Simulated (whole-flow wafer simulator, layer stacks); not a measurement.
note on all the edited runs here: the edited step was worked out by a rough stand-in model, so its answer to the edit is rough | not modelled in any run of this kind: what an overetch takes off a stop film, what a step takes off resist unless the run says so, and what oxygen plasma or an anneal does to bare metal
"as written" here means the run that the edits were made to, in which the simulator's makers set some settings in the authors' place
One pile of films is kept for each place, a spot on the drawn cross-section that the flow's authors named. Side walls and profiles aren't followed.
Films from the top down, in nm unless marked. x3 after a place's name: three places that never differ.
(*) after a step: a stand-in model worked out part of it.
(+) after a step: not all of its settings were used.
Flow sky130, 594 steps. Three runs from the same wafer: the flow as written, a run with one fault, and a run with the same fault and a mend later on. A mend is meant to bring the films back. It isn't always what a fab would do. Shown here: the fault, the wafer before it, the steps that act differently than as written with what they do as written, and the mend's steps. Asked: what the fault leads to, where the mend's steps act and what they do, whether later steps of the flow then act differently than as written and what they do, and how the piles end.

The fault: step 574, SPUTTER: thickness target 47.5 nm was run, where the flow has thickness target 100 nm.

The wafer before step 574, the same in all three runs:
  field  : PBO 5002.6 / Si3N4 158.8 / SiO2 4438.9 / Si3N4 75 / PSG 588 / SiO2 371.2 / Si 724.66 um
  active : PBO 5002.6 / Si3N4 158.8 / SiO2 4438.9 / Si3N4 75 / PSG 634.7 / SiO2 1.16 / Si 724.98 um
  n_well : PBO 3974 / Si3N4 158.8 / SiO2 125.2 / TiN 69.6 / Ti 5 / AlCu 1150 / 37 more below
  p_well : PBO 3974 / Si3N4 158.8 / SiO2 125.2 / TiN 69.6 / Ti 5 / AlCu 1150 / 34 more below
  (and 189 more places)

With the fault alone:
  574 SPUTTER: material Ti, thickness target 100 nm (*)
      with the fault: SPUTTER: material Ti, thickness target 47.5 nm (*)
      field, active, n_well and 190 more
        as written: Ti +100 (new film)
        with the fault: Ti +47.5 (new film)
  Later steps of the flow that act differently than as written (7 more steps differ only slightly, by at most 2% or 0.5 nm, whichever is larger, and aren't shown):
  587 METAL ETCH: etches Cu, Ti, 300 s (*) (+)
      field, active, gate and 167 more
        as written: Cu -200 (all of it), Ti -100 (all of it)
        with the fault: Cu -200 (all of it), Ti -47.5 (all of it)
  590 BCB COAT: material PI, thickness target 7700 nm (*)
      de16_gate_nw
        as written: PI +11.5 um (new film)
        with the fault: PI +11.45 um (new film)
  At the end the piles differ from the flow's by more than 2% or 0.5 nm, whichever is larger, at n_well, p_well, sd_n and 20 more.
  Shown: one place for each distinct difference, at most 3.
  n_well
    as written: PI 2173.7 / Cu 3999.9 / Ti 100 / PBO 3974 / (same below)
    with the fault: PI 2207.8 / Cu 3999.9 / Ti 47.5 / PBO 3974 / (same below)
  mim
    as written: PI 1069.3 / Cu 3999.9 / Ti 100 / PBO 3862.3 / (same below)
    with the fault: PI 1118.4 / Cu 3999.9 / Ti 47.5 / PBO 3862.3 / (same below)
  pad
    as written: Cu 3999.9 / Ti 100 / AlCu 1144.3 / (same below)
    with the fault: Cu 3999.9 / Ti 47.5 / AlCu 1144.3 / (same below)

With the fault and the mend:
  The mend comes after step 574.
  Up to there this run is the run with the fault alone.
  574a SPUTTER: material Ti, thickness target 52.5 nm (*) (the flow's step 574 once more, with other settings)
      field, active, n_well and 190 more
        Ti +52.5
  No later step of the flow acts differently than as written at any place that is followed.
  At the end the piles are the same as the flow's at every place that both follow.
